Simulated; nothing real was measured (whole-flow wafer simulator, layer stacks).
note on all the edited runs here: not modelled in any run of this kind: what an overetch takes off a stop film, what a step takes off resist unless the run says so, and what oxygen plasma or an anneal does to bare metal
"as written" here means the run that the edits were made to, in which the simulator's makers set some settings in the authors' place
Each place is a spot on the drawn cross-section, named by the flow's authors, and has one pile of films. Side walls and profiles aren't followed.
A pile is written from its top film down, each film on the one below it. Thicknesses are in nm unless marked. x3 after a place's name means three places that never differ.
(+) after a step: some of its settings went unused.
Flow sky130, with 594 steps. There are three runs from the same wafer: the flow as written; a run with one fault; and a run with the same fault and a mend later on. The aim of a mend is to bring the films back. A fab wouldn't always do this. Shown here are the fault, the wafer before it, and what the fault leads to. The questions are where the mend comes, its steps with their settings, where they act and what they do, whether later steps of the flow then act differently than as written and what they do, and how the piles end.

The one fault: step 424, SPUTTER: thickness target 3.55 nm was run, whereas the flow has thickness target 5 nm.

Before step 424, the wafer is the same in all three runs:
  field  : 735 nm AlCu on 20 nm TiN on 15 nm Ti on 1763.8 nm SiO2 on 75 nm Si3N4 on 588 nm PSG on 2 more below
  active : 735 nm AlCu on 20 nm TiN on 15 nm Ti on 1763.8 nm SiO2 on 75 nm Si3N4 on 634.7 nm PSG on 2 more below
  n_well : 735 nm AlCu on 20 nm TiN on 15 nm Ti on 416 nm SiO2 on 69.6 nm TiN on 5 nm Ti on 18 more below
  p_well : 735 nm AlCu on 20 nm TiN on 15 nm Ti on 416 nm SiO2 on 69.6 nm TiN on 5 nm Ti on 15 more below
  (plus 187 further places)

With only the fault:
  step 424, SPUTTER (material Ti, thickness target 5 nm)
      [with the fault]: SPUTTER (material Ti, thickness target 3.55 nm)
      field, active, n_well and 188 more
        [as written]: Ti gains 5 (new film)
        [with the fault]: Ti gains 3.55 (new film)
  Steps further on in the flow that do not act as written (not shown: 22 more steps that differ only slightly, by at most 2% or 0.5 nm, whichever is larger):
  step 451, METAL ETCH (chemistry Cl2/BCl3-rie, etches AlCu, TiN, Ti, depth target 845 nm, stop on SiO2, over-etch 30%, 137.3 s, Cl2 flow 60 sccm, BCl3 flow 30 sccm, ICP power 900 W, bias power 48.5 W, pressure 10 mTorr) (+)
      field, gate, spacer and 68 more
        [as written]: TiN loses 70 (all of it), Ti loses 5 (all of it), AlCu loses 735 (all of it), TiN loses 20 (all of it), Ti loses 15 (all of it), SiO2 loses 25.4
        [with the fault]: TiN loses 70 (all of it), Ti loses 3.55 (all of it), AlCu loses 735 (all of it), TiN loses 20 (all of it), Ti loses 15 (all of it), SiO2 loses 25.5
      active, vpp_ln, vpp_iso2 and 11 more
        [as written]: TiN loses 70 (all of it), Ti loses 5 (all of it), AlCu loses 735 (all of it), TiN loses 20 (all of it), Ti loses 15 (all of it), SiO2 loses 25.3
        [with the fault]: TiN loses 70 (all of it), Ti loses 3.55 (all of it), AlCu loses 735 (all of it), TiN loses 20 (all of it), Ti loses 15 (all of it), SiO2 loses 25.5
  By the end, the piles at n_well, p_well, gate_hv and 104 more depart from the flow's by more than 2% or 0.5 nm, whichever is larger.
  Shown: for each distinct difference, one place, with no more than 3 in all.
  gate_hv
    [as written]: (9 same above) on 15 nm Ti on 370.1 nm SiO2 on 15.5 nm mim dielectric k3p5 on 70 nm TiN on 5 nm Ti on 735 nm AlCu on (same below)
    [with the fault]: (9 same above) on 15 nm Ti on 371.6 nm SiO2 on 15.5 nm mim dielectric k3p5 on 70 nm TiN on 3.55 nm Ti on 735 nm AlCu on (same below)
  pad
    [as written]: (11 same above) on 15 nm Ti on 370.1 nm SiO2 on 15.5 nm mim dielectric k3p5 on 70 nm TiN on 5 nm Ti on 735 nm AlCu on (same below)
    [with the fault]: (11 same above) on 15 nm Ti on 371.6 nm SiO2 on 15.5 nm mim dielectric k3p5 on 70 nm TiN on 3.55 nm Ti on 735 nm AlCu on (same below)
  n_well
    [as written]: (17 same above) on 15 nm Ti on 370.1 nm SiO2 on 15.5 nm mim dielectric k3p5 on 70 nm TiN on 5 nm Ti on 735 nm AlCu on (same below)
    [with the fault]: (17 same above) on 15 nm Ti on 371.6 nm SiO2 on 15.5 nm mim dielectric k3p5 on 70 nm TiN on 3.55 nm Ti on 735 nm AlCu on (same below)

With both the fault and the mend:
  The mend stands after step 424.
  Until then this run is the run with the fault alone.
  step 424a, SPUTTER (material Ti, thickness target 1.45 nm) (the flow's step 424 again, with other settings)
      field, active, n_well and 188 more
        Ti gains 1.45
  Every later step of the flow that is run acts as written at every place that is followed.
  At every place that both follow, the piles at the end match the flow's.
